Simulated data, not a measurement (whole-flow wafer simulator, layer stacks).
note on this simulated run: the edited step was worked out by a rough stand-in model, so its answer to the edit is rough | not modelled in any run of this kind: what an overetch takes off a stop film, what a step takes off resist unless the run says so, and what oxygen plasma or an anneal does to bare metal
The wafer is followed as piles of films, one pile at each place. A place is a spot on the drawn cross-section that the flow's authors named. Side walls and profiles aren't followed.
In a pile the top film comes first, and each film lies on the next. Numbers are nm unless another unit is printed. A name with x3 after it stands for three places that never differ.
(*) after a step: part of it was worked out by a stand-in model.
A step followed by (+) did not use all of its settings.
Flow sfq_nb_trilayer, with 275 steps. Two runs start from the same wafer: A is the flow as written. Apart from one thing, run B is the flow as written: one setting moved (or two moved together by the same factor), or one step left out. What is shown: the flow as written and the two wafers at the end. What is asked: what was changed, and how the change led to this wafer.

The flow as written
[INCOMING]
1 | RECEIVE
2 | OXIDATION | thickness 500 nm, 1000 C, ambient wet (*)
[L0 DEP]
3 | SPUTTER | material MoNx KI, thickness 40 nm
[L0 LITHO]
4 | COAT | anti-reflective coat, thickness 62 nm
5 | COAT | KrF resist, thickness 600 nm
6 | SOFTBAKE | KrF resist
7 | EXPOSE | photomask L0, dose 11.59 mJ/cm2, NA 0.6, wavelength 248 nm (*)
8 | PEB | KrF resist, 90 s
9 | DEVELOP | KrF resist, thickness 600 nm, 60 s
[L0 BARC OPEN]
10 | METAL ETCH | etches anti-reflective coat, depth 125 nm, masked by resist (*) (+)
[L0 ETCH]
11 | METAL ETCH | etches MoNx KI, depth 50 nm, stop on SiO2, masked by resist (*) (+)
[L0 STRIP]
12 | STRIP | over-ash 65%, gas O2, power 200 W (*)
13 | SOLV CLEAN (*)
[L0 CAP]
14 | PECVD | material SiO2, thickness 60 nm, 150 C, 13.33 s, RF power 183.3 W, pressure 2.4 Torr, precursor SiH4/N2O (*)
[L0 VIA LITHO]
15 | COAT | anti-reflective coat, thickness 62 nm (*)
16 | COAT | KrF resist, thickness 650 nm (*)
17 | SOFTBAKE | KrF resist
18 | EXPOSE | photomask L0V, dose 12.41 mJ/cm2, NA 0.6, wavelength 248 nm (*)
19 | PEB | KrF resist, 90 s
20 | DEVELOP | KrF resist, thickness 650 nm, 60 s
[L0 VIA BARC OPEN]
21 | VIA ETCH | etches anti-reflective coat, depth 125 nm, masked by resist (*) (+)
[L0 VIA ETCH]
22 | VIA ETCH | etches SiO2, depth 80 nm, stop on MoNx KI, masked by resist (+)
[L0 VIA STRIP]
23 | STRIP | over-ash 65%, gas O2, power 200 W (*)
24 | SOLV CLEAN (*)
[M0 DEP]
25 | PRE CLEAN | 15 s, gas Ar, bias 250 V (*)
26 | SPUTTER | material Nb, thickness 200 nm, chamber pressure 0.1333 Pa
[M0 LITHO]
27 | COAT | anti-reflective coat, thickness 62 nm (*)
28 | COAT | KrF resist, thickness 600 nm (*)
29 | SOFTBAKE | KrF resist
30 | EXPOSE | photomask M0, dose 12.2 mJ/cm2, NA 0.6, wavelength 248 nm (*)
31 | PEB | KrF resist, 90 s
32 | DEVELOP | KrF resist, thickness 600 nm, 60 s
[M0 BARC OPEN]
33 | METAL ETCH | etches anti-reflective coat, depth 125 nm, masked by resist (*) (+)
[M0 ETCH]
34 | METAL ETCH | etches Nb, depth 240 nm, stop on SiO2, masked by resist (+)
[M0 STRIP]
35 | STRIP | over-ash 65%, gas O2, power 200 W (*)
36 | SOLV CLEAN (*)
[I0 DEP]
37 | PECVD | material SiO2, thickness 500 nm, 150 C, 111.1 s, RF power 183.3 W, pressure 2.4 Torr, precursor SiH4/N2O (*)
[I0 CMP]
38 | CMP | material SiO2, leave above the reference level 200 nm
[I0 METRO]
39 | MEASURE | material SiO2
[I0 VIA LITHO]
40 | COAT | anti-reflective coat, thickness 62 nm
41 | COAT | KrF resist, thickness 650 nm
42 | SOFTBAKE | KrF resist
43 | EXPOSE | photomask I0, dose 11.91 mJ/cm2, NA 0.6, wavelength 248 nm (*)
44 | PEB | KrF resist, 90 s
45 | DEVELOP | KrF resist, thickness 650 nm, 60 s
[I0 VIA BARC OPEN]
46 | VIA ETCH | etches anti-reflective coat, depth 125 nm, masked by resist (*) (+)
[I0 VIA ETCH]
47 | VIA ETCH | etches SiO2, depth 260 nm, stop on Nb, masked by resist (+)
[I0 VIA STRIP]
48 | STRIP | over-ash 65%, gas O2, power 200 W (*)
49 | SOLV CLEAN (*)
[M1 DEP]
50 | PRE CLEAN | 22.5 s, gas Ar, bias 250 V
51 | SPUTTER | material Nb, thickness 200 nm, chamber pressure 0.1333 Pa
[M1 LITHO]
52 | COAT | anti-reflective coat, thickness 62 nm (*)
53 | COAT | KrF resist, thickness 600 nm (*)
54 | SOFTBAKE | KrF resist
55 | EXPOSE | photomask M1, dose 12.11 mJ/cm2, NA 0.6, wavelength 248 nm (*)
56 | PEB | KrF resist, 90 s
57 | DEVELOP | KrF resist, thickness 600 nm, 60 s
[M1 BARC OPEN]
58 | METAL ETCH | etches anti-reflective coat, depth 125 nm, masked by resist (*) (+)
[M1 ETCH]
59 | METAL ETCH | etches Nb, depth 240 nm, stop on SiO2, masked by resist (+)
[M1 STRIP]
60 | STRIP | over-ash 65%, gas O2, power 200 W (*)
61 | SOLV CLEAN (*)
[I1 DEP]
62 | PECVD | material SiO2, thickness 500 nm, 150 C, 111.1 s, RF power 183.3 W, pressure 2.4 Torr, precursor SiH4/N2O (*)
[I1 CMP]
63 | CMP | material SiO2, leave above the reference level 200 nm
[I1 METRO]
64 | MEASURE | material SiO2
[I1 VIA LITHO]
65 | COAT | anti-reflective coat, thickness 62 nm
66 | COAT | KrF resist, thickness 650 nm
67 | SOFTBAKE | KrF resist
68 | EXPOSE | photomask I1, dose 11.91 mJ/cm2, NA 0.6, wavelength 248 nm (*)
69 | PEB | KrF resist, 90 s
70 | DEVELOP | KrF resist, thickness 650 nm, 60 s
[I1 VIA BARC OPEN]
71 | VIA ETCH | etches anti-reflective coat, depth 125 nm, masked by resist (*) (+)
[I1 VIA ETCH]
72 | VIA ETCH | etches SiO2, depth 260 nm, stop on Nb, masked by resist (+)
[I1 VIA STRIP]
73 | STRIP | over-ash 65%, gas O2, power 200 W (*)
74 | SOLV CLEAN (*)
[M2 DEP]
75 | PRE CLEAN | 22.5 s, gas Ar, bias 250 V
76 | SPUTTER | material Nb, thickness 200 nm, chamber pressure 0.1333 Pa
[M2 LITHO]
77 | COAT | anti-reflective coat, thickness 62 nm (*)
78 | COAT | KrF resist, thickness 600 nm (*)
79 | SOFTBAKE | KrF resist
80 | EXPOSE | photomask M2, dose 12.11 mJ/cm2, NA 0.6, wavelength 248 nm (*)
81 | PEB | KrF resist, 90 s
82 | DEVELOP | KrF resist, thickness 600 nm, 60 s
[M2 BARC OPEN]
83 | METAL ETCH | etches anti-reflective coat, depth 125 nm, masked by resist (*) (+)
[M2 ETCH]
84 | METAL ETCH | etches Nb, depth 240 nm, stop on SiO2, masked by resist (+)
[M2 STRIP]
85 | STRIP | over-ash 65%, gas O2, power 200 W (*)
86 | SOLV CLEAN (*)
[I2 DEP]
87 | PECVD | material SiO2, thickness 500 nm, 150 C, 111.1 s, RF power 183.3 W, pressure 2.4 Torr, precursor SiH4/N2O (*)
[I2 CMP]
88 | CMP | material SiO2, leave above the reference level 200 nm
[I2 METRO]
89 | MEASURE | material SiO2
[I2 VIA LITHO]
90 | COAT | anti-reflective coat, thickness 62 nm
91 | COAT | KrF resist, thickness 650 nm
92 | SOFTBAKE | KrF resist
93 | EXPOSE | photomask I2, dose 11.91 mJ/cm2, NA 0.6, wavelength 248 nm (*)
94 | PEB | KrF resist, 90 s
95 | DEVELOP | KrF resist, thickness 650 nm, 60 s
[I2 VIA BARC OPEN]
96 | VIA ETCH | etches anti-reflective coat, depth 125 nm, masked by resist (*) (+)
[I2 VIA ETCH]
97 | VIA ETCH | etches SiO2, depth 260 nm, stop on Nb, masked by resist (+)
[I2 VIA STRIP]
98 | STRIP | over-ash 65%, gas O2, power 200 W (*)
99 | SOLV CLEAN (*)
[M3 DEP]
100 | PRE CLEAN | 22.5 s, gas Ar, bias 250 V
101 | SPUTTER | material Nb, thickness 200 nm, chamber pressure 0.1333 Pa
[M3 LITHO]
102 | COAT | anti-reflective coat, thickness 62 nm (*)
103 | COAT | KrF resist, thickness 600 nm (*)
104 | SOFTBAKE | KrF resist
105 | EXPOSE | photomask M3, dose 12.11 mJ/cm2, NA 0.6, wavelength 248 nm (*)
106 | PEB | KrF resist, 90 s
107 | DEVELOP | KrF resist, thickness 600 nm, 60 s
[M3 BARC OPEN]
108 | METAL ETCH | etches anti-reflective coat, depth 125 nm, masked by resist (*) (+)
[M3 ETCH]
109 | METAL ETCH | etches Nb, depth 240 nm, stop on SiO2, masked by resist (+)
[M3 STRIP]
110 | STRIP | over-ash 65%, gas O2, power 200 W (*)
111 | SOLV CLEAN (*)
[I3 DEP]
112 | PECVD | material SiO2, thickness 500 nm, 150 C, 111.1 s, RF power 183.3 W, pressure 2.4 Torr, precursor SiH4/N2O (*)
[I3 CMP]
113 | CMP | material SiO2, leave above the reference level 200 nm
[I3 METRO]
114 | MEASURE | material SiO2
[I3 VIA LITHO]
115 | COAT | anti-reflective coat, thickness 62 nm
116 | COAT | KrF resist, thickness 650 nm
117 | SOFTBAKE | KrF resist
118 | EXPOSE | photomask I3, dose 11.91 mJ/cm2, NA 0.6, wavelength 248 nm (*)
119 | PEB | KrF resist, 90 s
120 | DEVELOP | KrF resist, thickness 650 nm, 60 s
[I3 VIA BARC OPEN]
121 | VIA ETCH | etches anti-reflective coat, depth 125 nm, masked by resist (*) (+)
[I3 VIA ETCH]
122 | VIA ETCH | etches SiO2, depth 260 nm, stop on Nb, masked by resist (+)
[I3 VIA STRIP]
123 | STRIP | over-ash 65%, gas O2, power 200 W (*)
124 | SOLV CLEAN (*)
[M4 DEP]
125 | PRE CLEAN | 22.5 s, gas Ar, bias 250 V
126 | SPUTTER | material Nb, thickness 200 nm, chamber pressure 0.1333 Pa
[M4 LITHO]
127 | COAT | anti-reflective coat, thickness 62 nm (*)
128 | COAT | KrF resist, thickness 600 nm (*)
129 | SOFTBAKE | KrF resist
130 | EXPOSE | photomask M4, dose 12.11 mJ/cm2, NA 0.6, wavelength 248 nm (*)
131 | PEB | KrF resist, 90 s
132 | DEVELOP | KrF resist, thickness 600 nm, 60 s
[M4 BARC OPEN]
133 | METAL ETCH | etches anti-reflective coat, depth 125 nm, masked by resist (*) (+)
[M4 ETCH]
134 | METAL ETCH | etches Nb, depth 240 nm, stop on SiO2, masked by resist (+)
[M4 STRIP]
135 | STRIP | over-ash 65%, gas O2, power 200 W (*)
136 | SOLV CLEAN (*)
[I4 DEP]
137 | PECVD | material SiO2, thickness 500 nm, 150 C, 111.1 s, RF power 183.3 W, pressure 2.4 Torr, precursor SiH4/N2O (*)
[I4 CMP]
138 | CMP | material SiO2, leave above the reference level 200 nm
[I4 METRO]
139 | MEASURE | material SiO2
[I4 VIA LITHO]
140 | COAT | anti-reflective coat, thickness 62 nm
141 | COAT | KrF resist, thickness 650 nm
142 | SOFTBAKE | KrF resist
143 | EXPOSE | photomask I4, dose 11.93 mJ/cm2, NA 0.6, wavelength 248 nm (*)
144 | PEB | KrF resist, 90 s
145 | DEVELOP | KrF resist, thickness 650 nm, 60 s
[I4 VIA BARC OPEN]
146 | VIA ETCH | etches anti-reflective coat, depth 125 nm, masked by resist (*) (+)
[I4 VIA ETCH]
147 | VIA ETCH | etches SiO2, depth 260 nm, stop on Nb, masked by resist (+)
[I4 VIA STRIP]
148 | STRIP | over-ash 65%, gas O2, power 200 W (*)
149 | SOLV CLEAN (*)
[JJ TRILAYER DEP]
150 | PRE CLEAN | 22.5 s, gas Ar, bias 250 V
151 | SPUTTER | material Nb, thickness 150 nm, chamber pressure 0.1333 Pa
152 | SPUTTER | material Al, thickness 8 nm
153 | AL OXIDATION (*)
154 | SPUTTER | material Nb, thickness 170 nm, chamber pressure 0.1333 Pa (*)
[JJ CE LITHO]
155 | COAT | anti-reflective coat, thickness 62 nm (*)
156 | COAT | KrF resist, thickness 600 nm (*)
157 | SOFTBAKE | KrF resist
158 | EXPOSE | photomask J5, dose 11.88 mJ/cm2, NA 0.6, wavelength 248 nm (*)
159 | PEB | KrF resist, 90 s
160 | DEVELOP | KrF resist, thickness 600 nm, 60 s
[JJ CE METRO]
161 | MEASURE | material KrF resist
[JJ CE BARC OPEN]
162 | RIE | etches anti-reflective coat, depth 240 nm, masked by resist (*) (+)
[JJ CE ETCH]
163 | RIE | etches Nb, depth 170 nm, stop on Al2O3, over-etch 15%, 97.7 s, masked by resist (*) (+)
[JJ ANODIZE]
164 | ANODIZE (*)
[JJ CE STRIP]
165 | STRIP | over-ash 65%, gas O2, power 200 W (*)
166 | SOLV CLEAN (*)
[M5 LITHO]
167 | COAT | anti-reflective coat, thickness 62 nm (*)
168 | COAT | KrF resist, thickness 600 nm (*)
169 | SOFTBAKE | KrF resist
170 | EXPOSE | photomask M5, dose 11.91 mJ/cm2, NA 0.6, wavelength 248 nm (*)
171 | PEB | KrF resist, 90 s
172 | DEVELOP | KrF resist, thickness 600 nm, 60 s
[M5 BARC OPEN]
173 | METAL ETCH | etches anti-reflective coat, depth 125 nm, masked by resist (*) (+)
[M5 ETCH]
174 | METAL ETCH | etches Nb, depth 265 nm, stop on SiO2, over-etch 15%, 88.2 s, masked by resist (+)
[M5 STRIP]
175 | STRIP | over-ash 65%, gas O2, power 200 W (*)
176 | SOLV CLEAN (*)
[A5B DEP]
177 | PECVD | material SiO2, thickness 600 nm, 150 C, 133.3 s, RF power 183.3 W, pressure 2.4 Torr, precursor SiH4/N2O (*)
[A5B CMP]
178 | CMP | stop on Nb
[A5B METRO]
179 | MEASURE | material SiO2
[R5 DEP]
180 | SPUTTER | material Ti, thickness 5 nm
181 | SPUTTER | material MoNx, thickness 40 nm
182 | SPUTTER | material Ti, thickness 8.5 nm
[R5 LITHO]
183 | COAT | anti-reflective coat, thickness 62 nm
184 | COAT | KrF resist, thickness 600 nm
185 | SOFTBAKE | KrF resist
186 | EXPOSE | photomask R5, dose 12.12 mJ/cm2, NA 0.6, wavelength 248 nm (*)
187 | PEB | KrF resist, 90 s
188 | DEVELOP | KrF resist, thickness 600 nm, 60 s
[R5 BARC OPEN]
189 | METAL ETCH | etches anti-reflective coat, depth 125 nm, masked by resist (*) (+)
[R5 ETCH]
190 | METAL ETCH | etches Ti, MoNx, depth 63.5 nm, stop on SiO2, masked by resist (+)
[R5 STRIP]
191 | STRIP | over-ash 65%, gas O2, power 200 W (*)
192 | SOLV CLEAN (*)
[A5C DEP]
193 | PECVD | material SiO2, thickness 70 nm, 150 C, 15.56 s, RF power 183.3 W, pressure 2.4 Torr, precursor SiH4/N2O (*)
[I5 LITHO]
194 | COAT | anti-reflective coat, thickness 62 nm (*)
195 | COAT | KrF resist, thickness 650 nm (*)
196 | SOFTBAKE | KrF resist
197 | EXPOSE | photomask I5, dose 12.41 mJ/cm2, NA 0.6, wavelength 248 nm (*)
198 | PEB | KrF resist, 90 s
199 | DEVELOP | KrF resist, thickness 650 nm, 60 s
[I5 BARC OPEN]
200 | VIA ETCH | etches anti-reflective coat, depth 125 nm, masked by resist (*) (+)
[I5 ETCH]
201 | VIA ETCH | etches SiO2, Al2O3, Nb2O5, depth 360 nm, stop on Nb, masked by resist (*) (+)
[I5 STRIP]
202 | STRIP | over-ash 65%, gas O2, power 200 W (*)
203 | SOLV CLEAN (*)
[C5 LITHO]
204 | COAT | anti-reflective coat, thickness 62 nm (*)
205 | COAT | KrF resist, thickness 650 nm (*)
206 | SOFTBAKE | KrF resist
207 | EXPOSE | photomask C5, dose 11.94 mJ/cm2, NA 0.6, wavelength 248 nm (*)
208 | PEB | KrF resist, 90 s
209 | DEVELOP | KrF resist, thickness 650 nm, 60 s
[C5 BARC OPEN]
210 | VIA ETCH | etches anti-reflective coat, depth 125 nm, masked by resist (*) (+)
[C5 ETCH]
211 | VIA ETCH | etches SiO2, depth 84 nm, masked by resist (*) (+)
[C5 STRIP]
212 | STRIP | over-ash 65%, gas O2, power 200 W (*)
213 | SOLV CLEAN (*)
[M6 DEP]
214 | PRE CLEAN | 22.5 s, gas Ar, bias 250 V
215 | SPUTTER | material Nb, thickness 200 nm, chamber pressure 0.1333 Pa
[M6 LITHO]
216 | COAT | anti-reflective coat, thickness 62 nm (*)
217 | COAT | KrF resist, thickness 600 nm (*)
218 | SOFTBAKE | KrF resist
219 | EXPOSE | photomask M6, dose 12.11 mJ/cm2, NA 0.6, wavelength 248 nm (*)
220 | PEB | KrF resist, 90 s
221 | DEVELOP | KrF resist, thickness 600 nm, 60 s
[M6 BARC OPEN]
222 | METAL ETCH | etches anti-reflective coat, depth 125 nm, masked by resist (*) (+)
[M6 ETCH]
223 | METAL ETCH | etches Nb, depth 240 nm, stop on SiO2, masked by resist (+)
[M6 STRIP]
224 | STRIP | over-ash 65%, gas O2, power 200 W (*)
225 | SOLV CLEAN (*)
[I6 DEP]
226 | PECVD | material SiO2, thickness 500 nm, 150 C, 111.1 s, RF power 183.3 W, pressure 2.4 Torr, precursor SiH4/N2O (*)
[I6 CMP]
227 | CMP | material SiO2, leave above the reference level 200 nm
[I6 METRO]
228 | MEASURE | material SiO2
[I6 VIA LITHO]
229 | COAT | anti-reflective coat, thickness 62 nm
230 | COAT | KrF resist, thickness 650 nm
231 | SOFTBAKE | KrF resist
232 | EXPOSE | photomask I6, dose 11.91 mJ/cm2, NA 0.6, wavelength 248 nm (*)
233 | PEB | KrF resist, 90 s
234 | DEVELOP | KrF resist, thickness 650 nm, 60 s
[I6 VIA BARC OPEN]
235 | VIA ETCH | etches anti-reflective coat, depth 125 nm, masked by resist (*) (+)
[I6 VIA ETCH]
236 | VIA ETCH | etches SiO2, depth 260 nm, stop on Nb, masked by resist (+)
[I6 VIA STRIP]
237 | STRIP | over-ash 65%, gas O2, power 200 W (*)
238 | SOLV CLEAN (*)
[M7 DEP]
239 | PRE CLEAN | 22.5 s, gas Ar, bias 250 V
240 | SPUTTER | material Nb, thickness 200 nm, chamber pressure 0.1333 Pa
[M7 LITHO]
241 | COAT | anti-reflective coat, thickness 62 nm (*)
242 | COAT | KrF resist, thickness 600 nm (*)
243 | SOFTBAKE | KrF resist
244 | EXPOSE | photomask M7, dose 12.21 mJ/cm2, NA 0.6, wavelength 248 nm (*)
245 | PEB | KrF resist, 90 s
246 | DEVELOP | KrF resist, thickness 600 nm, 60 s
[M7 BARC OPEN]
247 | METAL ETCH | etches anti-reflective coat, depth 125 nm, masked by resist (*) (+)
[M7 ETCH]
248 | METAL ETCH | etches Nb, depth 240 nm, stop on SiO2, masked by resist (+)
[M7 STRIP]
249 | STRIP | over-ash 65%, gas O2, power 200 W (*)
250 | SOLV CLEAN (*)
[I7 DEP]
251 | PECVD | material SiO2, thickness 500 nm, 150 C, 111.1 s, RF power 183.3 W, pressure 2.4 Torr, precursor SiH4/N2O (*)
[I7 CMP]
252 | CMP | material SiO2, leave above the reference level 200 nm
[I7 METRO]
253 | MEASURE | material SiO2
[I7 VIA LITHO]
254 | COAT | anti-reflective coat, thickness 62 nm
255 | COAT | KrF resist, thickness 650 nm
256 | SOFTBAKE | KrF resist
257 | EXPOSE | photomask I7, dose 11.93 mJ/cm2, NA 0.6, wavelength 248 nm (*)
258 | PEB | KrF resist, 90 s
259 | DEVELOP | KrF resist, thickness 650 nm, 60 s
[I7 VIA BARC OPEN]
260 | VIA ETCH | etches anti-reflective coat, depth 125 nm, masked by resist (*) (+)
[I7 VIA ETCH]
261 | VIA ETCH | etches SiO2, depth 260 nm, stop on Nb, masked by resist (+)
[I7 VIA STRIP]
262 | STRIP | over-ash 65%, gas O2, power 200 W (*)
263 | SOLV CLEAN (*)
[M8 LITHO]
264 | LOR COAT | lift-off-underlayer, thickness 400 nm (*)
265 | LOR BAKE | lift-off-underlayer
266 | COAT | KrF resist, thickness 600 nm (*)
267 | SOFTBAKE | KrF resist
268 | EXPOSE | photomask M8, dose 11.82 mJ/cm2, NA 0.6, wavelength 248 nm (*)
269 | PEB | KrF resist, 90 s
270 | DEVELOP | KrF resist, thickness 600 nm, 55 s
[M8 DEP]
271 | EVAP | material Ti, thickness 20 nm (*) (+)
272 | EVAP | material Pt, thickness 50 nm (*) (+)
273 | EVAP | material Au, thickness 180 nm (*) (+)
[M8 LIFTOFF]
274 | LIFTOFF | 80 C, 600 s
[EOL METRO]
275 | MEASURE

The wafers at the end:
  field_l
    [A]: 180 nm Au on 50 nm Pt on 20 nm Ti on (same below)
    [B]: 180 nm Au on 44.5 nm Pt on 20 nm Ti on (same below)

The reason: step 272, EVAP: thickness 44.5 nm was run, though the flow has thickness 50 nm.
The wafer itself shows it: field_l has Pt 44.5, and step 272 as written asks for 50 nm.

How this came from the change, step by step:
  272 | EVAP | material Pt, thickness 50 nm (*) (+)
      field_l, v_sur, via_wl and 103 more: A +50 Pt (new film) | B +44.5 Pt (new film)
  274 | LIFTOFF | 80 C, 600 s
      p4_fl, p4_fm, p4_w1 and 71 more: A -180 Au (all of it), -50 Pt (all of it), -20 Ti (all of it), -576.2 KrF resist (all of it), -400 lift-off-underlayer (all of it) | B -180 Au (all of it), -44.5 Pt (all of it), -20 Ti (all of it), -576.2 KrF resist (all of it), -400 lift-off-underlayer (all of it)
      c5j, ce_r: A -180 Au (all of it), -50 Pt (all of it), -20 Ti (all of it), -573.3 KrF resist (all of it), -399.3 lift-off-underlayer (all of it) | B -180 Au (all of it), -44.5 Pt (all of it), -20 Ti (all of it), -573.3 KrF resist (all of it), -399.3 lift-off-underlayer (all of it)
      (and at 19 other places as well)
